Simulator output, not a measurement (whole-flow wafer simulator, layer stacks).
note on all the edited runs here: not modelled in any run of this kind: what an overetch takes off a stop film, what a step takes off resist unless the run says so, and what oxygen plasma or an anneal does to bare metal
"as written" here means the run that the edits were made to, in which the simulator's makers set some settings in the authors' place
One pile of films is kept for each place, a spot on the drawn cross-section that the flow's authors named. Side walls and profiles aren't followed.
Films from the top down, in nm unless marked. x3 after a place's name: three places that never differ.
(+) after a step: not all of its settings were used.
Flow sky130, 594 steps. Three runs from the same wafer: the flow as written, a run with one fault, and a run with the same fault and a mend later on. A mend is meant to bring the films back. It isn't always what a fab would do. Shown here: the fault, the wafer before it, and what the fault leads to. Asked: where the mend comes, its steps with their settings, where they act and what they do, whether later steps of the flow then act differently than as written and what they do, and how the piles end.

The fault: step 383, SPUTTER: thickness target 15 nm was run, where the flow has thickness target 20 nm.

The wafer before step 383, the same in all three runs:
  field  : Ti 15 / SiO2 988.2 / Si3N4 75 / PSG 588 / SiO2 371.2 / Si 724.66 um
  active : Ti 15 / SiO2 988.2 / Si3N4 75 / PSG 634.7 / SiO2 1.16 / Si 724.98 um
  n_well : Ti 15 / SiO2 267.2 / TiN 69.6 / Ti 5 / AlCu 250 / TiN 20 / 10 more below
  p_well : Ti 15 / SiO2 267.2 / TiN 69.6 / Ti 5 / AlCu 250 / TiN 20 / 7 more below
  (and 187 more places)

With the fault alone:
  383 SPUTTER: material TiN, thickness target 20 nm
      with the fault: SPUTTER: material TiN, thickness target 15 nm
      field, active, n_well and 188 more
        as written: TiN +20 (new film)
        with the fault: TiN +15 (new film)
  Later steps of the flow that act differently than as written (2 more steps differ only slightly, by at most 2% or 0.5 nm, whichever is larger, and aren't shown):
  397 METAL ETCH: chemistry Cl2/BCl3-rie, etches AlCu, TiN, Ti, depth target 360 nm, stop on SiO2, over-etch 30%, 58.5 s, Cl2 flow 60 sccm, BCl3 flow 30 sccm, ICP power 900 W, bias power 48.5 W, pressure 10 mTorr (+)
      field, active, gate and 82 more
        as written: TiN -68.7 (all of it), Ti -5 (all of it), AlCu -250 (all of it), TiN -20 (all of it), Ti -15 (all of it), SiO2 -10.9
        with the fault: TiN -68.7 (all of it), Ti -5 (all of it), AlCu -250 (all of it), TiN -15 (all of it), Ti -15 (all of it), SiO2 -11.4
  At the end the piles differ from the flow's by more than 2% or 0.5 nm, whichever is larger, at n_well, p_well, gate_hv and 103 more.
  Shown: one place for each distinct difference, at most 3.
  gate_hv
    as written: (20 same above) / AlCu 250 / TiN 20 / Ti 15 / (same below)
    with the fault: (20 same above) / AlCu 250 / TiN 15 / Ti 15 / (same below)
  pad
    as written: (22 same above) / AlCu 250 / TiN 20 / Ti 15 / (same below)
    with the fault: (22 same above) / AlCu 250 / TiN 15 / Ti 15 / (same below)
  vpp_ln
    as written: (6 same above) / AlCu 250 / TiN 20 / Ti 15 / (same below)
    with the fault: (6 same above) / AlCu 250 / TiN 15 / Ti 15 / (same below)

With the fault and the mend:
  The mend comes after step 383.
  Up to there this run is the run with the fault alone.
  383a SPUTTER: material TiN, thickness target 5 nm (the flow's step 383 once more, with other settings)
      field, active, n_well and 188 more
        TiN +5
  No later step of the flow acts differently than as written at any place that is followed.
  At the end the piles are the same as the flow's at every place that both follow.
